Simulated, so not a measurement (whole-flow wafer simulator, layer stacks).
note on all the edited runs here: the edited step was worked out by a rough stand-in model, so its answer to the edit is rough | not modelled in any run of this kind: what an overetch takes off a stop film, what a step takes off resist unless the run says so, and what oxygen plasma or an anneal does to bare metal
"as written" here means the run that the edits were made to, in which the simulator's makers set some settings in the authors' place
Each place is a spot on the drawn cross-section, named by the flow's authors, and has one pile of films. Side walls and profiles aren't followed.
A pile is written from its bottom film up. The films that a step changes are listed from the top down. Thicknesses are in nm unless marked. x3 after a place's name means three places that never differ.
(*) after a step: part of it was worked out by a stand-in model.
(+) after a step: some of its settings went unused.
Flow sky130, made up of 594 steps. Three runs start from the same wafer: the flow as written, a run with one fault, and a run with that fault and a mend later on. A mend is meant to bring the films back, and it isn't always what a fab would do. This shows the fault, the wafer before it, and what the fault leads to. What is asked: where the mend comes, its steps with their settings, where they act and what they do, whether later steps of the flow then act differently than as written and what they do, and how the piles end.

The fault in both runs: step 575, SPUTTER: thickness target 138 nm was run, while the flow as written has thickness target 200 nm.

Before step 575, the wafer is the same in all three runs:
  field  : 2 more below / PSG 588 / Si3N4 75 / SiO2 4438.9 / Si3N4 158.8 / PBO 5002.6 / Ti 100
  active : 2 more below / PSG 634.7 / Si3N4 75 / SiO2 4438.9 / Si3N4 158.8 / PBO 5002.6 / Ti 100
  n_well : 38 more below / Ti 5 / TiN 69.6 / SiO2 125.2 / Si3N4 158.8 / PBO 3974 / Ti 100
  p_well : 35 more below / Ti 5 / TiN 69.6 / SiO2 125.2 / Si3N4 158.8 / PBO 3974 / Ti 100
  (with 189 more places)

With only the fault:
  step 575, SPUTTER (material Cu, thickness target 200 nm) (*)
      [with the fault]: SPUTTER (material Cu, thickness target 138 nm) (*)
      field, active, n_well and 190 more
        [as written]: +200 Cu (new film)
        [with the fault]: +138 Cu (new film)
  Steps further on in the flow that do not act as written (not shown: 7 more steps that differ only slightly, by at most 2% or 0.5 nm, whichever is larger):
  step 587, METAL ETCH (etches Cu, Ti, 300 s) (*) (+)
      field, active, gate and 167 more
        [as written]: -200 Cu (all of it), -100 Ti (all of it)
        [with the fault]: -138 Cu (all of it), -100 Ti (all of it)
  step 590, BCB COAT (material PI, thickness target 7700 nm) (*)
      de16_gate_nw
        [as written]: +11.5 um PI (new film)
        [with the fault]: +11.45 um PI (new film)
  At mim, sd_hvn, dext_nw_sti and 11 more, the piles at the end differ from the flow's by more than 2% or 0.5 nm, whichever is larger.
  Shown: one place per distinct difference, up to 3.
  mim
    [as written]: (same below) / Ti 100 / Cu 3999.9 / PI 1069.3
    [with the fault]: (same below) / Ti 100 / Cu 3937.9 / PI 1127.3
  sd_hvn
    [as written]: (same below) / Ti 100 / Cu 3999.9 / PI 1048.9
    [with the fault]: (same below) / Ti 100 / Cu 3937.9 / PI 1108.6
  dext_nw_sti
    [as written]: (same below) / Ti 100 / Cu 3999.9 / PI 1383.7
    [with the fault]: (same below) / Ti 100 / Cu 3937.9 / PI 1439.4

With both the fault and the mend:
  The mend follows step 575.
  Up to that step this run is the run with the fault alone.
  step 575a, SPUTTER (material Cu, thickness target 62 nm) (*) (the flow's step 575, run once more with other settings)
      field, active, n_well and 190 more
        +62 Cu
  None of the later steps of the flow acts differently than as written at any place that is followed.
  At every place that both follow, the piles at the end match the flow's.
